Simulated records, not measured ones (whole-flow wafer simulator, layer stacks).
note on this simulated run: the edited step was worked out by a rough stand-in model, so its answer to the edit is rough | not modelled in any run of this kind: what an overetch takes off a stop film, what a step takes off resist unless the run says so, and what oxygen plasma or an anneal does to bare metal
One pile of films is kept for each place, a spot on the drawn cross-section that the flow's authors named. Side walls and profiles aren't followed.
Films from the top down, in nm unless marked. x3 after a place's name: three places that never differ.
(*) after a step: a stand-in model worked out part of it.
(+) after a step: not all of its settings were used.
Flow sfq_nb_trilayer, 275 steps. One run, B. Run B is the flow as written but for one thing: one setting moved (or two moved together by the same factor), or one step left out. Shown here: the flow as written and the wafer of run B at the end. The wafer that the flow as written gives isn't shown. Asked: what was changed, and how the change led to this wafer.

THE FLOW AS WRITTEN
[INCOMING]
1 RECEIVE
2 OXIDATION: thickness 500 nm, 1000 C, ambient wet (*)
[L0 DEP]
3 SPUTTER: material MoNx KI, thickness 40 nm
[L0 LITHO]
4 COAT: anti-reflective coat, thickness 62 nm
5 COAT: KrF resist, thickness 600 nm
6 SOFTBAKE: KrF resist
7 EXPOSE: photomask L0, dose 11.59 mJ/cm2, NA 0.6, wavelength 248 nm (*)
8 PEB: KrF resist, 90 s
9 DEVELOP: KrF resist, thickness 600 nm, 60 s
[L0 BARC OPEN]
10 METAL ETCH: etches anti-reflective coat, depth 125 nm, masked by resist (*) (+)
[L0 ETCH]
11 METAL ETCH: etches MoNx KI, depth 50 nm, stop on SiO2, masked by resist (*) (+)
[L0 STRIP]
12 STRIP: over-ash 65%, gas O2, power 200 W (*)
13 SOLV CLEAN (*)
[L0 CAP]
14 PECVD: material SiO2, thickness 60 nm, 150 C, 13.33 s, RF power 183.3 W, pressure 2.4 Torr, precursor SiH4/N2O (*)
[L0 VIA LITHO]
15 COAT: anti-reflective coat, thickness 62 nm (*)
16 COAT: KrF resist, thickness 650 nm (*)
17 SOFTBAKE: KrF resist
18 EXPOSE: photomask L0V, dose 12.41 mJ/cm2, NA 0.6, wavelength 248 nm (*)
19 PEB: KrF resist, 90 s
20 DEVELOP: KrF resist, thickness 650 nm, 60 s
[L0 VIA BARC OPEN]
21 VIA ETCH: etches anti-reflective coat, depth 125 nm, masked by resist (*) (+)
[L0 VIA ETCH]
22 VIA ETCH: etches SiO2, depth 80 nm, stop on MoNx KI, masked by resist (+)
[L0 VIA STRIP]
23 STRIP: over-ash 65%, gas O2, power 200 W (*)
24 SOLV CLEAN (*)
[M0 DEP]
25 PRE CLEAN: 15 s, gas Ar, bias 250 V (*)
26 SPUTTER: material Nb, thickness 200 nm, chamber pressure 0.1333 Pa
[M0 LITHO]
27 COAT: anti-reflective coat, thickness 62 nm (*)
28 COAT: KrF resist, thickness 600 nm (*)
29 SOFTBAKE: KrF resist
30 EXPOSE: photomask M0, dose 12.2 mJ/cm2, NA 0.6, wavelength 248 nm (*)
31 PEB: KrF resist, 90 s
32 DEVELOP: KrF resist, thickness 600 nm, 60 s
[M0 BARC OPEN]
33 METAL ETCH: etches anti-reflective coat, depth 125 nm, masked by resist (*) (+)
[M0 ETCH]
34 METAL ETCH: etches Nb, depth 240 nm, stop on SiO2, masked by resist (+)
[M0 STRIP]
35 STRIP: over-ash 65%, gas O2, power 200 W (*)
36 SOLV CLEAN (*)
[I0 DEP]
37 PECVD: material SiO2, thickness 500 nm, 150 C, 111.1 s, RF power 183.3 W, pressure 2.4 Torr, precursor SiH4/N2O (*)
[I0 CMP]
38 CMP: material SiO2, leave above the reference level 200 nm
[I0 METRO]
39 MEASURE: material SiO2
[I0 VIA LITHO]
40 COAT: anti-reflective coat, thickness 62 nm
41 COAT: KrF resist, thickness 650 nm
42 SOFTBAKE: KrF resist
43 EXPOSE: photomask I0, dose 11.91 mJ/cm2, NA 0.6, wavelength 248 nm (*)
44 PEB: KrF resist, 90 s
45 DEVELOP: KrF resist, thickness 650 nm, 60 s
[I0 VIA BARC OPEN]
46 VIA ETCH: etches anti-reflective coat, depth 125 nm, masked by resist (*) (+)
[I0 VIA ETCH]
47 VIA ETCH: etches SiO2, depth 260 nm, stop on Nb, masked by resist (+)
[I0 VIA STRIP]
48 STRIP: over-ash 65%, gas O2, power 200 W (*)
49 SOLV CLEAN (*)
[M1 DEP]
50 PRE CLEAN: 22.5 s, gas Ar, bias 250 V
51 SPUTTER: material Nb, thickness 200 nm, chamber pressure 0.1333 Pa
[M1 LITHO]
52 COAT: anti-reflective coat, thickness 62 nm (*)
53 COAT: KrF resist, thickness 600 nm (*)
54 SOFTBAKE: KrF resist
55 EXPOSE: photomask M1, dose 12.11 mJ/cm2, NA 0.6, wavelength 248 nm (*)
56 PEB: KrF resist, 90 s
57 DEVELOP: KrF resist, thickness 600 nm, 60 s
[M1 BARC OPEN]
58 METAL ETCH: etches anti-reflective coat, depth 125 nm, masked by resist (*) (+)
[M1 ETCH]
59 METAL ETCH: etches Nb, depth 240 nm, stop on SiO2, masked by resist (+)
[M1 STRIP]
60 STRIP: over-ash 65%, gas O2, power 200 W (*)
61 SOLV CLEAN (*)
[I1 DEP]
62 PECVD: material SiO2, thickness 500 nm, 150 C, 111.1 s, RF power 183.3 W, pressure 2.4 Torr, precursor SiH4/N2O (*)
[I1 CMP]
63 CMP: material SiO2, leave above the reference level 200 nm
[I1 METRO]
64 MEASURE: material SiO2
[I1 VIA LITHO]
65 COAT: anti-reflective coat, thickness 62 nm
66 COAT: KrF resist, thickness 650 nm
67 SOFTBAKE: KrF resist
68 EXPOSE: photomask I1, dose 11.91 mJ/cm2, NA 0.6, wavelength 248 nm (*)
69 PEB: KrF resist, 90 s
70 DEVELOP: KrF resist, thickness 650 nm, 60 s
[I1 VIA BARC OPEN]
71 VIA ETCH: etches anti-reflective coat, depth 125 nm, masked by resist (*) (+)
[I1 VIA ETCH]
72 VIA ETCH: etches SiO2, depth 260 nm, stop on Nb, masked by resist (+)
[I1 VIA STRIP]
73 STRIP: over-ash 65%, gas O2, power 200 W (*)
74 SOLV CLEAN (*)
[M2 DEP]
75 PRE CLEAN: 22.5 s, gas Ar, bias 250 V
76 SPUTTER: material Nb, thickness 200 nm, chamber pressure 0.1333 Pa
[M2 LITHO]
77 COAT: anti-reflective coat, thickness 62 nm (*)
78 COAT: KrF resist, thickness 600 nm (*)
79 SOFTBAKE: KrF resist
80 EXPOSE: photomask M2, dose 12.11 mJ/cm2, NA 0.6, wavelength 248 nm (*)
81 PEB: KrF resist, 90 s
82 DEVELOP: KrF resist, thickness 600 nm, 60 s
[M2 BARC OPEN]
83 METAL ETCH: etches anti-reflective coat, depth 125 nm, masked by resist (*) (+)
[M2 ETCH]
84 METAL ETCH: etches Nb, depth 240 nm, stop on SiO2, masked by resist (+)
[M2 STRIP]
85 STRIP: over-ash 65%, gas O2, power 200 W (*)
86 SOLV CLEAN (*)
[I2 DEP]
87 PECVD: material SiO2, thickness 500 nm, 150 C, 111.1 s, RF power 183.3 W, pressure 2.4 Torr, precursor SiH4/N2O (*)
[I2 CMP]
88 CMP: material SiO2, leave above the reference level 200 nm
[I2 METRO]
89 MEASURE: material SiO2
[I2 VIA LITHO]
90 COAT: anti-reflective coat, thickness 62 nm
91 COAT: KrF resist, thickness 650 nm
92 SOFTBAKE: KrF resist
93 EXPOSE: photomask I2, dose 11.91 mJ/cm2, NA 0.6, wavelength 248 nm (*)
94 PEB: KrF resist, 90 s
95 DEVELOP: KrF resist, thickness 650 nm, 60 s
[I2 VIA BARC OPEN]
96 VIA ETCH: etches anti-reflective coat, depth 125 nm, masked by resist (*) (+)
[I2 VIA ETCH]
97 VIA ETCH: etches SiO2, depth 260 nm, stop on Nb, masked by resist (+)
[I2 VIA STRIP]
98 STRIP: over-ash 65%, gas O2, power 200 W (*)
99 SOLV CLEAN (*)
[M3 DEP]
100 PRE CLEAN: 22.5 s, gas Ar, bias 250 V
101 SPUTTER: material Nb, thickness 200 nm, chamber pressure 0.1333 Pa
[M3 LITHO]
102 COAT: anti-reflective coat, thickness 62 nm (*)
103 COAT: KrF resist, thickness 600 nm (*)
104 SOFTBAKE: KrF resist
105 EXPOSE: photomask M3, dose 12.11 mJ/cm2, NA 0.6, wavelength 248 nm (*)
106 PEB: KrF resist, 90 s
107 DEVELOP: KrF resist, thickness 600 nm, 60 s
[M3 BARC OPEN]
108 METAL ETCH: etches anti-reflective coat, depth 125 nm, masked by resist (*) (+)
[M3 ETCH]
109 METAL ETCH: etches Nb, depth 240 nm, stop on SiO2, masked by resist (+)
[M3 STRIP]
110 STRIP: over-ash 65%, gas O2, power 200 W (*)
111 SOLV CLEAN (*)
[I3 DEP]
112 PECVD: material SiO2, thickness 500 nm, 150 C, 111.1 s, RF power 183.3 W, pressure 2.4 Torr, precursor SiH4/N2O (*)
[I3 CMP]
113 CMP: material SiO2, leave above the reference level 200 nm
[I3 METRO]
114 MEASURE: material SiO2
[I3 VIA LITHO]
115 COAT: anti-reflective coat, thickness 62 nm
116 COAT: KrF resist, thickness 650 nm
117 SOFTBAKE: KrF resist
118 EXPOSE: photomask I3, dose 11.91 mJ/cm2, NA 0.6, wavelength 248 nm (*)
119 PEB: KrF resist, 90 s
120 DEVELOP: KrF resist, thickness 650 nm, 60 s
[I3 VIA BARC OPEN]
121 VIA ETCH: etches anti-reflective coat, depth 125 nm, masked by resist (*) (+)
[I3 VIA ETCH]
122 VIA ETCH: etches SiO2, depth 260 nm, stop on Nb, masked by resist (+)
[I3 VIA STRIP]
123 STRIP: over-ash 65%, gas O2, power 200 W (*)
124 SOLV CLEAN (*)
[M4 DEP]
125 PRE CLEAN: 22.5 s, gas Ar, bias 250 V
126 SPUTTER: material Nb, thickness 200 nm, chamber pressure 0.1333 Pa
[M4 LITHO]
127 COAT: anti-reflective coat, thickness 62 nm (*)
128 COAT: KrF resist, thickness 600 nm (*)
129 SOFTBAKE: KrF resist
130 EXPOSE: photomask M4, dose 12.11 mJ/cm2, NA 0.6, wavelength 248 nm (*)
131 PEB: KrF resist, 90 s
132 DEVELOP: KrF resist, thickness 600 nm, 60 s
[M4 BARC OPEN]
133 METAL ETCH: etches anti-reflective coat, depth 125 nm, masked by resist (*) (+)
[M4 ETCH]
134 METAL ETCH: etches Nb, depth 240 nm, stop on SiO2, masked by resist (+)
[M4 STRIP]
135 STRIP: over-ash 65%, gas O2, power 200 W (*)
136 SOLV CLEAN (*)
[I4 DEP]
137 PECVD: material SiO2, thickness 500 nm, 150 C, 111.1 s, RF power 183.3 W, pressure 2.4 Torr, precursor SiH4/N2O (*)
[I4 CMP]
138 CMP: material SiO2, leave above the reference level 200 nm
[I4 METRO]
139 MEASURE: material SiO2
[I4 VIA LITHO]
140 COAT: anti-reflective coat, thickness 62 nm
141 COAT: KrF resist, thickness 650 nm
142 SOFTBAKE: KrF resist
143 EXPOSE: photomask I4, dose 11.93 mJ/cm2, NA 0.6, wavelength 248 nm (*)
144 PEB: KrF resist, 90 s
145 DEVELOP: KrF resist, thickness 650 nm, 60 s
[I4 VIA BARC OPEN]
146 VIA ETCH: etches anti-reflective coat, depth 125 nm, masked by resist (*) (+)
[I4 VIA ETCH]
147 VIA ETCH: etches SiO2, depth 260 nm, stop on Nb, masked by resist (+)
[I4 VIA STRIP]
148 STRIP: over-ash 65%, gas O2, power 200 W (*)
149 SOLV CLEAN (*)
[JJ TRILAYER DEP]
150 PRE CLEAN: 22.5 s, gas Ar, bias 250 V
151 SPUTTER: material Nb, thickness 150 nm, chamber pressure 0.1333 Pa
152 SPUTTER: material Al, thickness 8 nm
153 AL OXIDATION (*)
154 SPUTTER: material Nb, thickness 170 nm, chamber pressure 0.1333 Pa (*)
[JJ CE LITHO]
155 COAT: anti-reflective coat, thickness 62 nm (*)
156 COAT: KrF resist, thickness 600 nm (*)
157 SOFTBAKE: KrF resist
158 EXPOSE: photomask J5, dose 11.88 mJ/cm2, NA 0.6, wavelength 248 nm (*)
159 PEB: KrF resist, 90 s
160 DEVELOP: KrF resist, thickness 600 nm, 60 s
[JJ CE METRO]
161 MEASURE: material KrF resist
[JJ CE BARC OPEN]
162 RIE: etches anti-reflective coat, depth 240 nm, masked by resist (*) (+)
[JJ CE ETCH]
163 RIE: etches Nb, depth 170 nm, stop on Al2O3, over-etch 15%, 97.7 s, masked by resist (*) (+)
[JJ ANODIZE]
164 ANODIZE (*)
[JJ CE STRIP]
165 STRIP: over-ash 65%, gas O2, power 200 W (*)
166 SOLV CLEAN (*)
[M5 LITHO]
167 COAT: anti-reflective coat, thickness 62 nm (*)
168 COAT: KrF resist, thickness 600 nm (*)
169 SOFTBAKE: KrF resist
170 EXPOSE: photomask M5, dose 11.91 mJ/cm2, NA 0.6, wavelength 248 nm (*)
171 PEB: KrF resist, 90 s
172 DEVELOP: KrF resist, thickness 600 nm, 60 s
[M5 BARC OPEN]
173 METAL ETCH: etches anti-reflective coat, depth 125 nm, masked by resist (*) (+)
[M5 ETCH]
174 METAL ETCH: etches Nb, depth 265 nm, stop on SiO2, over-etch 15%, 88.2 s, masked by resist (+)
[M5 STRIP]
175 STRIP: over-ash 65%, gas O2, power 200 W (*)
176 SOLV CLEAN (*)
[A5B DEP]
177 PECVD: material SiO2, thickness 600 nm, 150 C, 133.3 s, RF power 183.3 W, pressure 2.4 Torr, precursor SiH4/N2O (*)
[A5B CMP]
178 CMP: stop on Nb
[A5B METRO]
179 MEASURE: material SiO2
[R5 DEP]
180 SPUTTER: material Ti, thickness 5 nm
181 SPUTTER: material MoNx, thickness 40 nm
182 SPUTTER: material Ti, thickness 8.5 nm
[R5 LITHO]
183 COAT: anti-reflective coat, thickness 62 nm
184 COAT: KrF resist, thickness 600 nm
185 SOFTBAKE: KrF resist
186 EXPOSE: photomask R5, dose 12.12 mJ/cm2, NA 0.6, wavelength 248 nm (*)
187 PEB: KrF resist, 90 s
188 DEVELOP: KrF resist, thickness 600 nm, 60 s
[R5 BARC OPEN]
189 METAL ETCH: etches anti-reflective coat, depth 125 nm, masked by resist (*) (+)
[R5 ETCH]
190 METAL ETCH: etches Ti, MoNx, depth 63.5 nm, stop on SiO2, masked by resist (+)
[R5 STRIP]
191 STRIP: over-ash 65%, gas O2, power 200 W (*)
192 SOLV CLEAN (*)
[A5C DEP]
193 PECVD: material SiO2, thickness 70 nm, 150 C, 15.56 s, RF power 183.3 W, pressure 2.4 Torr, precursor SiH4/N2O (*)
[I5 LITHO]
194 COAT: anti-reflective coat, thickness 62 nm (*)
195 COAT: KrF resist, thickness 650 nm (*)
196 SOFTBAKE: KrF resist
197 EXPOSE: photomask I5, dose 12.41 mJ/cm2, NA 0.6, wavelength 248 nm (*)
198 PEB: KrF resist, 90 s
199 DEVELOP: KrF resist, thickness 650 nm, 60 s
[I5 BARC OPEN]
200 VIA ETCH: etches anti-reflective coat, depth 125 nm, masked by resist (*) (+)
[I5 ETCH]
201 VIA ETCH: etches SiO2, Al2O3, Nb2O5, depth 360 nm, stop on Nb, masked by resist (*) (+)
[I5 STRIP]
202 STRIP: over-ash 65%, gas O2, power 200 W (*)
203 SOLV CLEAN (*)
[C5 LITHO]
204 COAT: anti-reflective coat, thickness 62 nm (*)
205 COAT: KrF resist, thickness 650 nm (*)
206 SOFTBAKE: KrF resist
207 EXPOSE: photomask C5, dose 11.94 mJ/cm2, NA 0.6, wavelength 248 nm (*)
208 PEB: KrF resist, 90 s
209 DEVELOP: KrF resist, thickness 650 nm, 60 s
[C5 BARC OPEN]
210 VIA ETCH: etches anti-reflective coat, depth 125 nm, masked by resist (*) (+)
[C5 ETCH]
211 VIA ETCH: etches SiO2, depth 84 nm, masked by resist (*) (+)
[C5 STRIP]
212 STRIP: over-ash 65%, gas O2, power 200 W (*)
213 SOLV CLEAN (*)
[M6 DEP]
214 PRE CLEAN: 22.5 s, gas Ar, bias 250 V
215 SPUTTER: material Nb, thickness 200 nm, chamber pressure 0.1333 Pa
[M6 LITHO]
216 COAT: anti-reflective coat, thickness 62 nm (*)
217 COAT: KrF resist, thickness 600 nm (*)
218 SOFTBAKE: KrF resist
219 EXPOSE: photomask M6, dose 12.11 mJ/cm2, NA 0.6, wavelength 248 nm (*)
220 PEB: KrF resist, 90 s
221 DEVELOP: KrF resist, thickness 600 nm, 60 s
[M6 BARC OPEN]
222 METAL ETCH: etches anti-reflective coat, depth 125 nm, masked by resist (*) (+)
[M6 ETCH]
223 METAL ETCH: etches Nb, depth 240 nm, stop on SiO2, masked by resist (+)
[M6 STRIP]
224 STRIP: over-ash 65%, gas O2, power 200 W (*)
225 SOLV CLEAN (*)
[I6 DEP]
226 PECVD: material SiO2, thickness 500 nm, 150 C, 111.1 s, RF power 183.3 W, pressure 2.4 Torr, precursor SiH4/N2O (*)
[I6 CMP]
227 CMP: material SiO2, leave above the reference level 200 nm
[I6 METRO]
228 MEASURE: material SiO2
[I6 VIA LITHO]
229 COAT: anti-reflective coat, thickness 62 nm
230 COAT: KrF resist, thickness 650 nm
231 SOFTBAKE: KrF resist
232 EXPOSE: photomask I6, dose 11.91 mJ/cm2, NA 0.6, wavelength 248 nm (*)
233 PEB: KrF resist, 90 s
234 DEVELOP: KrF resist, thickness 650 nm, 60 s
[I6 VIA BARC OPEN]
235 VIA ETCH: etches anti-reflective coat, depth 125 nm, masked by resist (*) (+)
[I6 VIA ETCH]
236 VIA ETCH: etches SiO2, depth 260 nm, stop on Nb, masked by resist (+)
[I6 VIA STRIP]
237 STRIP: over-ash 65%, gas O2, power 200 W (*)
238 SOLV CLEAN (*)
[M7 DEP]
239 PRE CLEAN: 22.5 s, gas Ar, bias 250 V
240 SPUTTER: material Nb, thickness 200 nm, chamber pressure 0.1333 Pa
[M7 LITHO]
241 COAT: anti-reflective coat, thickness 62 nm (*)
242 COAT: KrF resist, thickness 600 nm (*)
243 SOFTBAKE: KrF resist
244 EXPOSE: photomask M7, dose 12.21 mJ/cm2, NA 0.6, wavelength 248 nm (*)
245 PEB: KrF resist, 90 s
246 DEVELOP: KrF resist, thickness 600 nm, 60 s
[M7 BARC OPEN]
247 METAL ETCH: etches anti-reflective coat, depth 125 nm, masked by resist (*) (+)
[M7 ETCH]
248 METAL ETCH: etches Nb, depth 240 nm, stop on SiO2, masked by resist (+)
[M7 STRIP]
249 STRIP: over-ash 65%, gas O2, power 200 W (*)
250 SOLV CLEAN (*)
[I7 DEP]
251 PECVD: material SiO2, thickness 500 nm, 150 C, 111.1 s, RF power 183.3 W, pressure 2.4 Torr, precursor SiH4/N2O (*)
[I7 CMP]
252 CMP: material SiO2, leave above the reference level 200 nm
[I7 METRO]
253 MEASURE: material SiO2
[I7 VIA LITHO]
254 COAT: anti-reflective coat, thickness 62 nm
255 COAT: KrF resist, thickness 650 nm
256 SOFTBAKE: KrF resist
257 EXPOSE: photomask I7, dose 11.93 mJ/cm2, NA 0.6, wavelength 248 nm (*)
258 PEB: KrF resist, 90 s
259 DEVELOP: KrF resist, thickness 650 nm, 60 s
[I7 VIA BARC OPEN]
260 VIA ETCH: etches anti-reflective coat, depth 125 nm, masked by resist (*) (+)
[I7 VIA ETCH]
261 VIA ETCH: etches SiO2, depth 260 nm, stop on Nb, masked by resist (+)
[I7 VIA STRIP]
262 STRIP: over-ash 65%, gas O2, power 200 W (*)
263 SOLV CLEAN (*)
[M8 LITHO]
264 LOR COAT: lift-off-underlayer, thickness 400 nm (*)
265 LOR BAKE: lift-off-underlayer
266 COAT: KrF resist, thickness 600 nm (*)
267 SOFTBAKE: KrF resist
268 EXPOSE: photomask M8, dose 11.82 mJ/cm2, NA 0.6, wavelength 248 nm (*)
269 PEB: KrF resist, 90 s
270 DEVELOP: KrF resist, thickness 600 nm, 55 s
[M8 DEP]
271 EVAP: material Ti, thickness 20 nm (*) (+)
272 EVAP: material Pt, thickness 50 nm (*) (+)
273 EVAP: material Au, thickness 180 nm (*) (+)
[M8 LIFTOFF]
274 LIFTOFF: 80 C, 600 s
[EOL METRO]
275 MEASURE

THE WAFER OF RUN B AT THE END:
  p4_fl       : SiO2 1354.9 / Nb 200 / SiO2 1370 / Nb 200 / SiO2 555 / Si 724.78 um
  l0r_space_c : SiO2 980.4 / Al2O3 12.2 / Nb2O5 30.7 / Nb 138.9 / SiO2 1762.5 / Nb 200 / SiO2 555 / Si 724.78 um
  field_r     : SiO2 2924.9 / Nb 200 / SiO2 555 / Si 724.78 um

The cause: step 154, SPUTTER: thickness 149 nm was run, where the flow has thickness 170 nm.

How the change led to this, step by step:
  154 SPUTTER: material Nb, thickness 170 nm, chamber pressure 0.1333 Pa (*)
      field_l, v_sur, via_sp and 100 more: Nb +149 (new film) (as written it would be: Nb +170 (new film))
      via_wl, via_wr: Nb +123.3 (new film) (as written it would be: Nb +140.7 (new film))
      (and at 1 more place)
  155 COAT: anti-reflective coat, thickness 62 nm (*)
      via_wl, via_wr: anti-reflective coat +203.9 (new film) (as written it would be: anti-reflective coat +209.4 (new film))
  162 RIE: etches anti-reflective coat, depth 240 nm, masked by resist (*) (+)
      ce_l, c5j, ce_r, wl_jj: KrF resist -203.9 (as written it would be: KrF resist -209.4)
      via_wl, via_wr: anti-reflective coat -203.9 (all of it) (as written it would be: anti-reflective coat -209.4 (all of it))
  163 RIE: etches Nb, depth 170 nm, stop on Al2O3, over-etch 15%, 97.7 s, masked by resist (*) (+)
      field_l, v_sur, via_sp and 96 more: Nb -149 (all of it), Al2O3 -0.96 (all of it) (as written it would be: Nb -170 (all of it), Al2O3 -0.51)
      via_wl, via_wr: Nb -123.3 (all of it), Al2O3 -0.96 (all of it) (as written it would be: Nb -140.7 (all of it), Al2O3 -0.96 (all of it))
      (and at 1 more place)
  164 ANODIZE (*)
      field_l, v_sur, via_sp and 96 more: Al2O3 +12.2 (new film), Nb2O5 +30.7 (new film), Al -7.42 (all of it), Nb -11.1 (as written it would be: Al2O3 +12.2, Nb2O5 +29.9 (new film), Al -7.42 (all of it), Nb -10.8)
  165 STRIP: over-ash 65%, gas O2, power 200 W (*)
      c5j, ce_r: KrF resist -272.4 (all of it), anti-reflective coat -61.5 (all of it) (as written it would be: KrF resist -266.9 (all of it), anti-reflective coat -61.5 (all of it))
      ce_l: KrF resist -272.3 (all of it), anti-reflective coat -61.4 (all of it) (as written it would be: KrF resist -266.8 (all of it), anti-reflective coat -61.4 (all of it))
      (and at 1 more place)
  167 COAT: anti-reflective coat, thickness 62 nm (*)
      wl_j_sl, wl_j_sr: anti-reflective coat +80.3 (new film) (as written it would be: anti-reflective coat +83.3 (new film))
      jj_sur: anti-reflective coat +79.9 (new film) (as written it would be: anti-reflective coat +82.6 (new film))
      (and at 5 more places)
  168 COAT: KrF resist, thickness 600 nm (*)
      ce_l: KrF resist +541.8 (new film) (as written it would be: KrF resist +528.3 (new film))
      c5j: KrF resist +520.8 (new film) (as written it would be: KrF resist +507.6 (new film))
      (and at 2 more places)
  174 METAL ETCH: etches Nb, depth 265 nm, stop on SiO2, over-etch 15%, 88.2 s, masked by resist (+)
      field_l, r_sur, res and 50 more: Al2O3 -12.2 (all of it), Nb2O5 -30.7 (all of it), Nb -138.9 (all of it), SiO2 -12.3 (as written it would be: Al2O3 -12.6 (all of it), Nb2O5 -29.9 (all of it), Nb -139.2 (all of it), SiO2 -12.3)
  175 STRIP: over-ash 65%, gas O2, power 200 W (*)
      jj_sur: KrF resist -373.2 (all of it), anti-reflective coat -79.9 (all of it) (as written it would be: KrF resist -374.7 (all of it), anti-reflective coat -82.6 (all of it))
      ce_l: KrF resist -313.1 (all of it), anti-reflective coat -21.7 (all of it) (as written it would be: KrF resist -299.6 (all of it), anti-reflective coat -19.6 (all of it))
      (and at 6 more places)
  178 CMP: stop on Nb
      v_sur, via_sp, via_v and 43 more: SiO2 -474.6 (as written it would be: SiO2 -453.5)
      field_l, p4_fl, p4_fm and 39 more: SiO2 -280.3 (as written it would be: SiO2 -259.3)
      (and at 14 more places)
  201 VIA ETCH: etches SiO2, Al2O3, Nb2O5, depth 360 nm, stop on Nb, masked by resist (*) (+)
      be: SiO2 -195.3 (all of it), Al2O3 -12.2 (all of it), Nb2O5 -30.7 (all of it) (as written it would be: SiO2 -216.4 (all of it), Al2O3 -12.7 (all of it), Nb2O5 -29.9 (all of it))
  204 COAT: anti-reflective coat, thickness 62 nm (*)
      be: anti-reflective coat +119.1 (new film) (as written it would be: anti-reflective coat +122.2 (new film))
  212 STRIP: over-ash 65%, gas O2, power 200 W (*)
      be: KrF resist -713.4 (all of it), anti-reflective coat -119.1 (all of it) (as written it would be: KrF resist -728.2 (all of it), anti-reflective coat -122.2 (all of it))
  215 SPUTTER: material Nb, thickness 200 nm, chamber pressure 0.1333 Pa
      be: Nb +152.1 (as written it would be: Nb +147.3)
  216 COAT: anti-reflective coat, thickness 62 nm (*)
      be: anti-reflective coat +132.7 (new film) (as written it would be: anti-reflective coat +136.7 (new film))
  ... 2 more steps ...
  226 PECVD: material SiO2, thickness 500 nm, 150 C, 111.1 s, RF power 183.3 W, pressure 2.4 Torr, precursor SiH4/N2O (*)
      be: SiO2 +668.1 (new film) (as written it would be: SiO2 +693.5 (new film))
